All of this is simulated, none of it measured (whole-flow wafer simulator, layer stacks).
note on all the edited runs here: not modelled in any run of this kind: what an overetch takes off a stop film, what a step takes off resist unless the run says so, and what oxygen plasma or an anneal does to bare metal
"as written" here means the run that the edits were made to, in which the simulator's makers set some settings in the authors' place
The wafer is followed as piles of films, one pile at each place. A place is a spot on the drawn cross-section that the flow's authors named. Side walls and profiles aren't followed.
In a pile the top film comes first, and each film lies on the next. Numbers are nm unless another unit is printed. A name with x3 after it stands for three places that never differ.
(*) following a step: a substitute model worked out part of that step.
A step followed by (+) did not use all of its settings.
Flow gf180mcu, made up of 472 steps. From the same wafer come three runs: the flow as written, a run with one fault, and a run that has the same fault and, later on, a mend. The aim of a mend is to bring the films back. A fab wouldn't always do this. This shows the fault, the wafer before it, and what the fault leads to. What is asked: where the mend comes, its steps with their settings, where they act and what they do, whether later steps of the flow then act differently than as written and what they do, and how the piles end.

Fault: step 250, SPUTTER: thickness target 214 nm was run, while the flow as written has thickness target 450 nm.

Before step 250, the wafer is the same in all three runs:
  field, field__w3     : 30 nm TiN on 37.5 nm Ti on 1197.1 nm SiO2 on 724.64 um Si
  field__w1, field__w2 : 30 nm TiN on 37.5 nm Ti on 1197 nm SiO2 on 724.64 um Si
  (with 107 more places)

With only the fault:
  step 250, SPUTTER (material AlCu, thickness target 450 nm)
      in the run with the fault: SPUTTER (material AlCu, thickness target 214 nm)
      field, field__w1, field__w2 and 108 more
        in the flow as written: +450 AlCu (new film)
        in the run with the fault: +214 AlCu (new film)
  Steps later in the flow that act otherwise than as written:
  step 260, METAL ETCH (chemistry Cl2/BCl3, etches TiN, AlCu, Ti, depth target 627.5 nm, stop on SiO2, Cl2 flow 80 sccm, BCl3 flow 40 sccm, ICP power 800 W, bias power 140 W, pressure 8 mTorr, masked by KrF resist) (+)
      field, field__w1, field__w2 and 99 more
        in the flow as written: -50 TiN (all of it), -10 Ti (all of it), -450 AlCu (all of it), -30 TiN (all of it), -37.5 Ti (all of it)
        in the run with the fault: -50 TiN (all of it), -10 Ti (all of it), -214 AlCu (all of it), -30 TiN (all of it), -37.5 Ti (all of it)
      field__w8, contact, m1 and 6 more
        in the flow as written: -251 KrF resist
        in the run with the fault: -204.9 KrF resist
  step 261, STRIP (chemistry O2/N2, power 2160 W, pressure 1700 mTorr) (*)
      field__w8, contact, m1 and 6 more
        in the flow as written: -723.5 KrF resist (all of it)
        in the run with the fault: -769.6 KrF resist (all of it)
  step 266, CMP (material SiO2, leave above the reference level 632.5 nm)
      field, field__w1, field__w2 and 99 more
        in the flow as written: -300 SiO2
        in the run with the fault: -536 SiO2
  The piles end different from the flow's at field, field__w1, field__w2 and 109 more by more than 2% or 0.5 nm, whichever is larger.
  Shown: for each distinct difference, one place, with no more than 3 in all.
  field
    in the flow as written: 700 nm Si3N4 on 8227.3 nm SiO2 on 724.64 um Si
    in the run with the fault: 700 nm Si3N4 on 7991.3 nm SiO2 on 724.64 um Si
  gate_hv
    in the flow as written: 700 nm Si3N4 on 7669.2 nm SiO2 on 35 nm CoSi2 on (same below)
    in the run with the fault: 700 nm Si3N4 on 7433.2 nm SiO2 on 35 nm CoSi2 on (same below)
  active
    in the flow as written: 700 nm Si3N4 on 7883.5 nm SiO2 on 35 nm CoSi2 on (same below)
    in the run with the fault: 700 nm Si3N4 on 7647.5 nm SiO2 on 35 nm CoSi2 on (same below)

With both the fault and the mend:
  The mend stands after step 250.
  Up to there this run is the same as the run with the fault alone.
  step 250a, SPUTTER (material AlCu, thickness target 236 nm) (the flow's step 250, run once more with other settings)
      field, field__w1, field__w2 and 108 more
        +236 AlCu
  Every later step of the flow that is run acts as written at every place that is followed.
  By the end, the piles equal the flow's at every place that both follow.
